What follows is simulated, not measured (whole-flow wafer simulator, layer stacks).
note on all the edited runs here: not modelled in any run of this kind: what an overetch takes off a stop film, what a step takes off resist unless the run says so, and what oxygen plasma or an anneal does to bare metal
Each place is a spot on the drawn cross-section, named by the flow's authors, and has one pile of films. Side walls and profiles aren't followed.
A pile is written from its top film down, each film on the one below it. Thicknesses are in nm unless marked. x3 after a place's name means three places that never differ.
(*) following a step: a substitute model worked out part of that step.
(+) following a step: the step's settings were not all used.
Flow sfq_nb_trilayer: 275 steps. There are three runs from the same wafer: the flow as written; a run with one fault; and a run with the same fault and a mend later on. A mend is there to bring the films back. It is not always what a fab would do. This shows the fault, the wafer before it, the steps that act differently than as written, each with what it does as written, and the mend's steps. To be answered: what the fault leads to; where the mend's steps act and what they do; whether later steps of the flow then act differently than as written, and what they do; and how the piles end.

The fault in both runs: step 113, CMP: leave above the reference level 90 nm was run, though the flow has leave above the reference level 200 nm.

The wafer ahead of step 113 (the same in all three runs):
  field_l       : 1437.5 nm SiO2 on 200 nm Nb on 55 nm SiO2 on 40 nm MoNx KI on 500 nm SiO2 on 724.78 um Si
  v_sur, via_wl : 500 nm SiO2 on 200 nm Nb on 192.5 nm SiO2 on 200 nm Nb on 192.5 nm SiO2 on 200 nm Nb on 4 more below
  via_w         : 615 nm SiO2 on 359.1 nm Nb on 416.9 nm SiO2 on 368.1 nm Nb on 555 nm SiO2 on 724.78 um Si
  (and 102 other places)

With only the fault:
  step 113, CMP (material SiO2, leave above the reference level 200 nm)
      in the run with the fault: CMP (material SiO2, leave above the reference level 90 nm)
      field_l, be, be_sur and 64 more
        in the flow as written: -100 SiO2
        in the run with the fault: -210 SiO2
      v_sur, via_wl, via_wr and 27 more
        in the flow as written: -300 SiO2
        in the run with the fault: -410 SiO2
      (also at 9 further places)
  Later steps of the flow acting differently than as written (not shown: 3 more steps that differ only slightly, by at most 2% or 0.5 nm, whichever is larger):
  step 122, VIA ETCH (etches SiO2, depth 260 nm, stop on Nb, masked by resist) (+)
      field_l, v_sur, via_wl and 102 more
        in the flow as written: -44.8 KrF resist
        in the run with the fault: -23.2 KrF resist
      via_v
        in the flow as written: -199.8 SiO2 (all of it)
        in the run with the fault: -89.8 SiO2 (all of it)
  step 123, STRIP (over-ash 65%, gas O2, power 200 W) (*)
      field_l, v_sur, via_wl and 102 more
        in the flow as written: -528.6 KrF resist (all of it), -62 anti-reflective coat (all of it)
        in the run with the fault: -550.2 KrF resist (all of it), -62 anti-reflective coat (all of it)
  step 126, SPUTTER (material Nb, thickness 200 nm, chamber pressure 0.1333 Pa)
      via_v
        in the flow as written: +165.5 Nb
        in the run with the fault: +190.1 Nb
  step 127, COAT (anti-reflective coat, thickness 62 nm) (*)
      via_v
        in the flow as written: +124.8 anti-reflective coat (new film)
        in the run with the fault: +100.3 anti-reflective coat (new film)
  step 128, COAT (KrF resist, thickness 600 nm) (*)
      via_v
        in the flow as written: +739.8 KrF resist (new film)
        in the run with the fault: +647.2 KrF resist (new film)
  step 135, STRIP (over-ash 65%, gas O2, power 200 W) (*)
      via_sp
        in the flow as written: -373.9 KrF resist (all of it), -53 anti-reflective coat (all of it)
        in the run with the fault: -382.6 KrF resist (all of it), -53.4 anti-reflective coat (all of it)
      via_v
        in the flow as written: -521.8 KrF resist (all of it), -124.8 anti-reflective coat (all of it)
        in the run with the fault: -429.5 KrF resist (all of it), -100.3 anti-reflective coat (all of it)
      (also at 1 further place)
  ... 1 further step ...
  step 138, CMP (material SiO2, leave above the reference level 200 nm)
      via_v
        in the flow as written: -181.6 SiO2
        in the run with the fault: -201.2 SiO2
  By the end, the piles at field_l, v_sur, via_wl and 103 more depart from the flow's by more than 2% or 0.5 nm, whichever is larger.
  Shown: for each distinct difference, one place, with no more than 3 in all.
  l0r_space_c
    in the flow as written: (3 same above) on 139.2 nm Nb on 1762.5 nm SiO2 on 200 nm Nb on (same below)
    in the run with the fault: (3 same above) on 139.2 nm Nb on 1652.5 nm SiO2 on 200 nm Nb on (same below)
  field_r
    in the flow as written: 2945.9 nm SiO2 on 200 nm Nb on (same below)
    in the run with the fault: 2835.9 nm SiO2 on 200 nm Nb on (same below)
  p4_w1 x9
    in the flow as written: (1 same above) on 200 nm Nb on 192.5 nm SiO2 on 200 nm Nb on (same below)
    in the run with the fault: (1 same above) on 200 nm Nb on 82.5 nm SiO2 on 200 nm Nb on (same below)

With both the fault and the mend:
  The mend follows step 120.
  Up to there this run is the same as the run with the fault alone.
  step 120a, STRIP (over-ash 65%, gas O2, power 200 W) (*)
      field_l, v_sur, via_wl and 102 more
        -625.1 KrF resist (all of it), -62 anti-reflective coat (all of it)
      via_v
        -62 anti-reflective coat (all of it)
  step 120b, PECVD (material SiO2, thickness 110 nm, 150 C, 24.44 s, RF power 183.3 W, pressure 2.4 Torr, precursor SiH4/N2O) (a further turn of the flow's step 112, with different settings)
      field_l, v_sur, via_wl and 103 more
        +110 SiO2
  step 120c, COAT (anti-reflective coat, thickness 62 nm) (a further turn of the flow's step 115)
      field_l, v_sur, via_wl and 103 more
        +62 anti-reflective coat (new film)
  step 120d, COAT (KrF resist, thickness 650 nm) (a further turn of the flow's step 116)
      field_l, v_sur, via_wl and 103 more
        +650 KrF resist (new film)
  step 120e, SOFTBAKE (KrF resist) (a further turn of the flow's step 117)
      alters no film at any place that is followed
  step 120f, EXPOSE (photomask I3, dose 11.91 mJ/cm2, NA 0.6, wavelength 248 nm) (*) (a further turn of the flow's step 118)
      alters no film at any place that is followed
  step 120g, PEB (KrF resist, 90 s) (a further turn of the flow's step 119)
      field_l, v_sur, via_wl and 103 more
        -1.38 KrF resist
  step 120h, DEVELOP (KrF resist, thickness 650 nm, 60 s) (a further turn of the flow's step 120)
      field_l, v_sur, via_wl and 102 more
        -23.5 KrF resist
      via_v
        -648.6 KrF resist (all of it)
  Later steps of the flow that are run all act as written at every place that is followed.
  The piles end the same as the flow's at every place that both follow.
